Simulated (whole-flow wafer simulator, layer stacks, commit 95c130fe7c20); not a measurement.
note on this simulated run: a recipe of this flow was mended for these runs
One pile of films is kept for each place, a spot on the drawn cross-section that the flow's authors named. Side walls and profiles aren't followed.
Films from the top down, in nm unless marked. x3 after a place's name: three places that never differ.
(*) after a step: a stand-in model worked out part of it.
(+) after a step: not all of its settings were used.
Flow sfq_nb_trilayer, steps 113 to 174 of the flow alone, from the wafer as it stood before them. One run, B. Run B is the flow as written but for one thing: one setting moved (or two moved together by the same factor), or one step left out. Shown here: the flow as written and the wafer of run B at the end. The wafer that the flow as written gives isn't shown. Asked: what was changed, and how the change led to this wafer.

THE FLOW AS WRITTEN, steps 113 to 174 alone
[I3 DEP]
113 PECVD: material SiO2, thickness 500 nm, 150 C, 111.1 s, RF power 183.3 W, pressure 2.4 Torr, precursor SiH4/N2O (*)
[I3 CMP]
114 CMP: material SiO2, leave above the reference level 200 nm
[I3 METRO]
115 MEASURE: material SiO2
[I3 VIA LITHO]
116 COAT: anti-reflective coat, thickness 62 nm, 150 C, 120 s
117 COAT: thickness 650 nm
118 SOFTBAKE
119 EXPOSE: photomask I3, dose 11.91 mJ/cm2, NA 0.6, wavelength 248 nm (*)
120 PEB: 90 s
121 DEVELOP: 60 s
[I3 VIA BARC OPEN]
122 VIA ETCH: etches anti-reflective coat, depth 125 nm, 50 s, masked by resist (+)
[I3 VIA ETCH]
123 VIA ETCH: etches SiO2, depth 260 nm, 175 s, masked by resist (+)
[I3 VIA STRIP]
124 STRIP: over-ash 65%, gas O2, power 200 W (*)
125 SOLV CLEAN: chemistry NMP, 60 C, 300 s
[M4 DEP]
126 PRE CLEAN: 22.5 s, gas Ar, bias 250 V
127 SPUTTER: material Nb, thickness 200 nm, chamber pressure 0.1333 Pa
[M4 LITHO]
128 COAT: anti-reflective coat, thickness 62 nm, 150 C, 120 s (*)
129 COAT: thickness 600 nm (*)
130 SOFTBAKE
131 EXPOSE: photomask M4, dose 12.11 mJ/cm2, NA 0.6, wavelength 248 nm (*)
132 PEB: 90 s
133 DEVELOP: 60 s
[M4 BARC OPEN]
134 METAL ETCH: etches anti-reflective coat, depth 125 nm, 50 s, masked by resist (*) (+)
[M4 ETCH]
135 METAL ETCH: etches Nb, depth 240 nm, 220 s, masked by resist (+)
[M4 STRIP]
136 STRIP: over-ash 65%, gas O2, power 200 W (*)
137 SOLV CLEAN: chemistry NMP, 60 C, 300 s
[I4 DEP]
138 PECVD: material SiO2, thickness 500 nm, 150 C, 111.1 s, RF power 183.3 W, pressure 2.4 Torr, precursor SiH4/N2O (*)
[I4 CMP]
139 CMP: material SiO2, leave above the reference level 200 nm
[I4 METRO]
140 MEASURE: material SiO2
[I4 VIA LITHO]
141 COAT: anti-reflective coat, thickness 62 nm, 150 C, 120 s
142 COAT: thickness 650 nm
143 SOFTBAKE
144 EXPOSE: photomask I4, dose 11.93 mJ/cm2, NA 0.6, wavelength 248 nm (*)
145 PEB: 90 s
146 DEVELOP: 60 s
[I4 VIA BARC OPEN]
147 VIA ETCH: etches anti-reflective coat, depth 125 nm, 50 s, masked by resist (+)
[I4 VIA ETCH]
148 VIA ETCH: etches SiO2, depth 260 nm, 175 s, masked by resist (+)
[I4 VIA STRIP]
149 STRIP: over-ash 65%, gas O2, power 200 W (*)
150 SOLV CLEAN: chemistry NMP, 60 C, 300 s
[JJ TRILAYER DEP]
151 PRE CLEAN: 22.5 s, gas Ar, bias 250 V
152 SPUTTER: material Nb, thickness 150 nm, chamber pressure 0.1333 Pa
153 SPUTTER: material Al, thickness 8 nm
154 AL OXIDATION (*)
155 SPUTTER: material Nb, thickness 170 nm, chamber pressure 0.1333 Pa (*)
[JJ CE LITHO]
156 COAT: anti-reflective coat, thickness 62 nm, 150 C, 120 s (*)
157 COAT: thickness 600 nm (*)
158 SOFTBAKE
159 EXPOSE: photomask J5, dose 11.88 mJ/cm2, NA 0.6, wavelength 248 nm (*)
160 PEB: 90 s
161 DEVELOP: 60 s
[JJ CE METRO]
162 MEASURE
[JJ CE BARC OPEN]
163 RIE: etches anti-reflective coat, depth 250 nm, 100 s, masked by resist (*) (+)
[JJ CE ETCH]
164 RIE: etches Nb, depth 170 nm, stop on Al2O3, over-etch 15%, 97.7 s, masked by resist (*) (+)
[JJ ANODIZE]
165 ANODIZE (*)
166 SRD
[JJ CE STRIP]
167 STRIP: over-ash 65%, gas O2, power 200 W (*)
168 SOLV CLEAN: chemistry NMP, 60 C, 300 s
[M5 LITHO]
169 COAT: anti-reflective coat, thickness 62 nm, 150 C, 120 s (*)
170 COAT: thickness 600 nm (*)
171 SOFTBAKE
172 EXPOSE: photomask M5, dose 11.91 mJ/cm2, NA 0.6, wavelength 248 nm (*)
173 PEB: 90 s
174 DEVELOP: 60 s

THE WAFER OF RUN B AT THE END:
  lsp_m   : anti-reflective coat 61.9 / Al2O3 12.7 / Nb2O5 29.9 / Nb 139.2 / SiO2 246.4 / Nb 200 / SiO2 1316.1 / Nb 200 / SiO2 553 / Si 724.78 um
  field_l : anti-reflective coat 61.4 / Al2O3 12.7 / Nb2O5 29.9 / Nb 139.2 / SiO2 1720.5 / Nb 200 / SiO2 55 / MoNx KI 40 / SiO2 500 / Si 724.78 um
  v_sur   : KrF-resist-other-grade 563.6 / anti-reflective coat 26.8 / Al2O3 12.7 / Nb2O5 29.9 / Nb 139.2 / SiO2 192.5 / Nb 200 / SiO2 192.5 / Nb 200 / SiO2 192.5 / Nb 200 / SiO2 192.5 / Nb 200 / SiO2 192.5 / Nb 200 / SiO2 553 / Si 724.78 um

The cause: step 113, PECVD: 77.78 s was run, where the flow has 111.1 s.

How the change led to this, step by step:
  113 PECVD: material SiO2, thickness 500 nm, 150 C, 111.1 s, RF power 183.3 W, pressure 2.4 Torr, precursor SiH4/N2O (*)
      field_l, be, be_sur and 64 more: SiO2 +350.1 (as written it would be: SiO2 +500)
      v_sur, via_wl, via_wr and 27 more: SiO2 +350.1 (new film) (as written it would be: SiO2 +500 (new film))
      (and at 9 more places)
  114 CMP: material SiO2, leave above the reference level 200 nm
      field_l, be, be_sur and 64 more: nothing (as written it would be: SiO2 -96)
      p4_g1, p4_g2, p3_s0, p3_s1, p3_s2, p3_s3, p3_s4, p3_s5: nothing (as written it would be: SiO2 -157.1)
      (and at 31 more places)
  116 COAT: anti-reflective coat, thickness 62 nm, 150 C, 120 s
      p4_fm, m0r_space_l, m0r_space_r, m6r_space_l x2, m6r_space_r x2: anti-reflective coat +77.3 (new film) (as written it would be: anti-reflective coat +62 (new film))
      m0r_line_l x3, m0r_line_r x3: anti-reflective coat +70.9 (new film) (as written it would be: anti-reflective coat +62 (new film))
      (and at 68 more places)
  117 COAT: thickness 650 nm
      via_sp: KrF-resist-other-grade +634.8 (new film) (as written it would be: KrF-resist-other-grade +650 (new film))
      via_v: KrF-resist-other-grade +631 (new film) (as written it would be: KrF-resist-other-grade +650 (new film))
      (and at 8 more places)
  121 DEVELOP: 60 s
      via_v: KrF-resist-other-grade -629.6 (all of it) (as written it would be: KrF-resist-other-grade -648.6 (all of it))
  122 VIA ETCH: etches anti-reflective coat, depth 125 nm, 50 s, masked by resist (+)
      via_v: anti-reflective coat -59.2 (all of it), SiO2 -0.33 (as written it would be: anti-reflective coat -62 (all of it), SiO2 -0.31)
  124 STRIP: over-ash 65%, gas O2, power 200 W (*)
      m0r_line_l x3, m0r_line_r x3: KrF-resist-other-grade -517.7 (all of it), anti-reflective coat -70.9 (all of it) (as written it would be: KrF-resist-other-grade -510.8 (all of it), anti-reflective coat -62 (all of it))
      m0r_space_l, m0r_space_r, m6r_space_l x2, m6r_space_r x2: KrF-resist-other-grade -512.4 (all of it), anti-reflective coat -77.3 (all of it) (as written it would be: KrF-resist-other-grade -510.8 (all of it), anti-reflective coat -62 (all of it))
      (and at 70 more places)
  128 COAT: anti-reflective coat, thickness 62 nm, 150 C, 120 s (*)
      m0r_line_l x3, m0r_line_r x3: anti-reflective coat +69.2 (new film) (as written it would be: anti-reflective coat +62 (new film))
      wl_a_m6, wl_a_sr, wl_b_sl, m5r_line_l, m5r_line_r: anti-reflective coat +60.6 (new film) (as written it would be: anti-reflective coat +62 (new film))
      (and at 70 more places)
  129 COAT: thickness 600 nm (*)
      via_wr: KrF-resist-other-grade +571 (new film) (as written it would be: KrF-resist-other-grade +583.9 (new film))
      via_sp: KrF-resist-other-grade +582.7 (new film) (as written it would be: KrF-resist-other-grade +600.1 (new film))
      (and at 9 more places)
  133 DEVELOP: 60 s
      wl_d_sl, wl_d_sr: KrF-resist-other-grade -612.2 (all of it) (as written it would be: KrF-resist-other-grade -598.7 (all of it))
      wl_d_m1: KrF-resist-other-grade -617.3 (all of it) (as written it would be: KrF-resist-other-grade -598.7 (all of it))
      (and at 4 more places)
  134 METAL ETCH: etches anti-reflective coat, depth 125 nm, 50 s, masked by resist (*) (+)
      m0r_line_l x3, m0r_line_r x3: anti-reflective coat -69.2 (all of it) (as written it would be: anti-reflective coat -62 (all of it))
      p3_s1, p3_s2, p3_s3: anti-reflective coat -91.1 (all of it) (as written it would be: anti-reflective coat -62 (all of it))
      (and at 40 more places)
  136 STRIP: over-ash 65%, gas O2, power 200 W (*)
      wl_a_sr, wl_b_sl: KrF-resist-other-grade -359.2 (all of it), anti-reflective coat -60.6 (all of it) (as written it would be: KrF-resist-other-grade -364.6 (all of it), anti-reflective coat -62 (all of it))
      v_sur: KrF-resist-other-grade -356.7 (all of it), anti-reflective coat -37.8 (all of it) (as written it would be: KrF-resist-other-grade -360.6 (all of it), anti-reflective coat -64.7 (all of it))
      (and at 33 more places)
  138 PECVD: material SiO2, thickness 500 nm, 150 C, 111.1 s, RF power 183.3 W, pressure 2.4 Torr, precursor SiH4/N2O (*)
      p3_s0, p3_s1, p3_s2, p3_s3, p3_s4, p3_s5: SiO2 +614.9 (as written it would be: SiO2 +561.1)
  139 CMP: material SiO2, leave above the reference level 200 nm
      field_l, be, be_sur and 55 more: SiO2 -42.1 (as written it would be: SiO2 -96)
      ln_m5, lsp_m, ln_m6, p4_fl, p4_fm, p4_g1, p4_g2, p4_fr: SiO2 -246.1 (as written it would be: SiO2 -300)
      (and at 4 more places)
  148 VIA ETCH: etches SiO2, depth 260 nm, 175 s, masked by resist (+)
      via_w: SiO2 -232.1 (all of it), Nb -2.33 (as written it would be: SiO2 -199.7 (all of it), Nb -5.03)
  152 SPUTTER: material Nb, thickness 150 nm, chamber pressure 0.1333 Pa
      via_w: Nb +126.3 (as written it would be: Nb +129.8)
  ... 7 more steps ...
  170 COAT: thickness 600 nm (*)
      via_w: KrF-resist-other-grade +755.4 (new film) (as written it would be: KrF-resist-other-grade +736.5 (new film))
